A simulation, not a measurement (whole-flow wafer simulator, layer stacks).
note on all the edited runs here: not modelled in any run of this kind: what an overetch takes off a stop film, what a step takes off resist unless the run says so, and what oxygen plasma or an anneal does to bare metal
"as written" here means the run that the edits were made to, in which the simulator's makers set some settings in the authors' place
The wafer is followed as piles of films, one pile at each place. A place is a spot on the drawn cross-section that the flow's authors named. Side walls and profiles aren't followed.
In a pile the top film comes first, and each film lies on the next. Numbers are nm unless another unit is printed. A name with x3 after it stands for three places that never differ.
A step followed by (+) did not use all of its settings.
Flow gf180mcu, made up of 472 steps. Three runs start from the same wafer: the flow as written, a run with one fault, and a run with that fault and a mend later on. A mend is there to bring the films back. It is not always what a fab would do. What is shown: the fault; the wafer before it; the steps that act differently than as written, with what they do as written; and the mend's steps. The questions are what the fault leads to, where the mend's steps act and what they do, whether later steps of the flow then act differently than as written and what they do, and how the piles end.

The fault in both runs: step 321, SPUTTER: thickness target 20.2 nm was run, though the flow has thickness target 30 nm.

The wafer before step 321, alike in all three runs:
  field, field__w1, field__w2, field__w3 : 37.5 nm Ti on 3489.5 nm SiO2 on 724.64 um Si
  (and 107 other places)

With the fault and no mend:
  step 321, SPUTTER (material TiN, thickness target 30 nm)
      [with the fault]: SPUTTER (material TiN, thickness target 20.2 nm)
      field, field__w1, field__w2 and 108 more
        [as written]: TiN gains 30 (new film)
        [with the fault]: TiN gains 20.2 (new film)
  Steps later in the flow that act otherwise than as written:
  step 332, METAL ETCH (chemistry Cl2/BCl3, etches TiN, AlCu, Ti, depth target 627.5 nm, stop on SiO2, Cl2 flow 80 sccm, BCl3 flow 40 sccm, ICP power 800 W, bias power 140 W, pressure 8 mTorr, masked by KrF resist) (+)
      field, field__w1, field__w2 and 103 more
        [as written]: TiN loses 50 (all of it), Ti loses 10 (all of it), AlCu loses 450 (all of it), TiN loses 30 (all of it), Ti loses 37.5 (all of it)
        [with the fault]: TiN loses 50 (all of it), Ti loses 10 (all of it), AlCu loses 450 (all of it), TiN loses 20.2 (all of it), Ti loses 37.5 (all of it)
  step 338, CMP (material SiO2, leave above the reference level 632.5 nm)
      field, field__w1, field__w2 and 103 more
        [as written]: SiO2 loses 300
        [with the fault]: SiO2 loses 309.8
  By the end, the piles at field__w8, contact, m1, m1__w1, m1_nw depart from the flow's by more than 2% or 0.5 nm, whichever is larger.
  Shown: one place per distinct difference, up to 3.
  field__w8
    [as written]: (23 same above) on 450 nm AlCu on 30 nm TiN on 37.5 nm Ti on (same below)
    [with the fault]: (23 same above) on 450 nm AlCu on 20.2 nm TiN on 37.5 nm Ti on (same below)
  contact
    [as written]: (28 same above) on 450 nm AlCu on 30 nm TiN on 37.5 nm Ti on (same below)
    [with the fault]: (28 same above) on 450 nm AlCu on 20.2 nm TiN on 37.5 nm Ti on (same below)

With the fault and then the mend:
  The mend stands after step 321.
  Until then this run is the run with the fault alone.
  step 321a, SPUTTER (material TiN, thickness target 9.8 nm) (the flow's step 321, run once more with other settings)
      field, field__w1, field__w2 and 108 more
        TiN gains 9.8
  Later steps of the flow that are run all act as written at every place that is followed.
  By the end, the piles equal the flow's at every place that both follow.
